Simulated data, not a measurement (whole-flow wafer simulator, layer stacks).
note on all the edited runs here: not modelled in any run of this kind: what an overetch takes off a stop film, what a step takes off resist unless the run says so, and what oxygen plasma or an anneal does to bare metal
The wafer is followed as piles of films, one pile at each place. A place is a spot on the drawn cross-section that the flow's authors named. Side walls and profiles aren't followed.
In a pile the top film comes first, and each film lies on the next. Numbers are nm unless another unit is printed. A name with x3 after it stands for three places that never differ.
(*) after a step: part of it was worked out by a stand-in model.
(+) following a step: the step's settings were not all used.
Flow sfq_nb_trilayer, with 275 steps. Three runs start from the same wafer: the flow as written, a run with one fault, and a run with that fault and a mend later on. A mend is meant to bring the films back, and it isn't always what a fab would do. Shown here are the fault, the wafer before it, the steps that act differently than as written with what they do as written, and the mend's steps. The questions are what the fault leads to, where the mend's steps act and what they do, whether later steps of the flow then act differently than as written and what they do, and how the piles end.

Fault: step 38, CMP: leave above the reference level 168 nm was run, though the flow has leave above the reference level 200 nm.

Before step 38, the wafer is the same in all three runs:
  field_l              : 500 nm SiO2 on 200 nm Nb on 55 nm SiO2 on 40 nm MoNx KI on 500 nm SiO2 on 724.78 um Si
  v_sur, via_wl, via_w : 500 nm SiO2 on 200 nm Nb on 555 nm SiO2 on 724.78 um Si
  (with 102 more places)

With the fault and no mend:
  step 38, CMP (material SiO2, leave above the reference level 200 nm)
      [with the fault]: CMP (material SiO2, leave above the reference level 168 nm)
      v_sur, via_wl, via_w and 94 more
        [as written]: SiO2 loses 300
        [with the fault]: SiO2 loses 332
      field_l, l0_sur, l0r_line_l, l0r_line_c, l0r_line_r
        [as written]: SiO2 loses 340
        [with the fault]: SiO2 loses 372
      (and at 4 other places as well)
  Steps further on in the flow that do not act as written (4 other steps are not shown; they differ only slightly, by no more than 2% or 0.5 nm, whichever is larger):
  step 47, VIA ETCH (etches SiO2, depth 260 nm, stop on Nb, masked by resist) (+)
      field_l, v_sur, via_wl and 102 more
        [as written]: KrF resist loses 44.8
        [with the fault]: KrF resist loses 43.4
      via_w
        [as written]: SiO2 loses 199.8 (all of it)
        [with the fault]: SiO2 loses 167.8 (all of it)
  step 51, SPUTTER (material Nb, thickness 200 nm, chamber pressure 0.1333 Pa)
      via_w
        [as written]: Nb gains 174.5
        [with the fault]: Nb gains 181.1
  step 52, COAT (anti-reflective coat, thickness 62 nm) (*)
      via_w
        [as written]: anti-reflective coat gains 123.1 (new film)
        [with the fault]: anti-reflective coat gains 114.6 (new film)
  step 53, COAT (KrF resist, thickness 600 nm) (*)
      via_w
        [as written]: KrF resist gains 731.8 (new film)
        [with the fault]: KrF resist gains 706.3 (new film)
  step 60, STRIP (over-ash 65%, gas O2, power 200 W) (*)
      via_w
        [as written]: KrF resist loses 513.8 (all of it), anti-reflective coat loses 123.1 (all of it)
        [with the fault]: KrF resist loses 488.4 (all of it), anti-reflective coat loses 114.6 (all of it)
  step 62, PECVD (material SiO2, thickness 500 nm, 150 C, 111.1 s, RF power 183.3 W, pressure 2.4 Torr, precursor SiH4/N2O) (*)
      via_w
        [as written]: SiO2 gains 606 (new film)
        [with the fault]: SiO2 gains 542.9 (new film)
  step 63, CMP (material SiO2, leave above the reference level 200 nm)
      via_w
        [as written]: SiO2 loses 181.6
        [with the fault]: SiO2 loses 157.1
  At v_sur, via_wl, via_w and 37 more, the piles at the end differ from the flow's by more than 2% or 0.5 nm, whichever is larger.
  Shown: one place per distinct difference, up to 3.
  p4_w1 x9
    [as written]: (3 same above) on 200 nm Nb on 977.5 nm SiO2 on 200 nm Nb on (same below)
    [with the fault]: (3 same above) on 200 nm Nb on 945.5 nm SiO2 on 200 nm Nb on (same below)
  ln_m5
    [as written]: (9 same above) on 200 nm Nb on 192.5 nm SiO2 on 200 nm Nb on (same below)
    [with the fault]: (9 same above) on 200 nm Nb on 160.5 nm SiO2 on 200 nm Nb on (same below)
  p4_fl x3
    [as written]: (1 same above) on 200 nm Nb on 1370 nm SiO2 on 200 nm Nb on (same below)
    [with the fault]: (1 same above) on 200 nm Nb on 1338 nm SiO2 on 200 nm Nb on (same below)

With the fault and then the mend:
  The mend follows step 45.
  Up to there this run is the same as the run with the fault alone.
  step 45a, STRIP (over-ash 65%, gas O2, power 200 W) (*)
      field_l, v_sur, via_wl and 102 more
        KrF resist loses 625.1 (all of it), anti-reflective coat loses 62 (all of it)
      via_w
        anti-reflective coat loses 62 (all of it)
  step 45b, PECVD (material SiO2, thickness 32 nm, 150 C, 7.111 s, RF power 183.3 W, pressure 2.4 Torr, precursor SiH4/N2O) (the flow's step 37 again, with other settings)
      field_l, v_sur, via_wl and 103 more
        SiO2 gains 32
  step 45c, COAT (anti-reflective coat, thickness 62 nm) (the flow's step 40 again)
      field_l, v_sur, via_wl and 103 more
        anti-reflective coat gains 62 (new film)
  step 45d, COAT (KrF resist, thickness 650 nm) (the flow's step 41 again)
      field_l, v_sur, via_wl and 103 more
        KrF resist gains 650 (new film)
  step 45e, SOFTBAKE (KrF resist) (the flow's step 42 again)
      does not change any film at any place that is followed
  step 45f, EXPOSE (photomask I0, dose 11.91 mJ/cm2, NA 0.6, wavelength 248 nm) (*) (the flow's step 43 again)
      does not change any film at any place that is followed
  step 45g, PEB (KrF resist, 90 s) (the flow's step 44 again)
      field_l, v_sur, via_wl and 103 more
        KrF resist loses 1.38
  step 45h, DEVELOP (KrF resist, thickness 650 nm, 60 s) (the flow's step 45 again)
      field_l, v_sur, via_wl and 102 more
        KrF resist loses 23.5
      via_w
        KrF resist loses 648.6 (all of it)
  Every later step of the flow that is run acts as written at every place that is followed.
  The piles end the same as the flow's at every place that both follow.
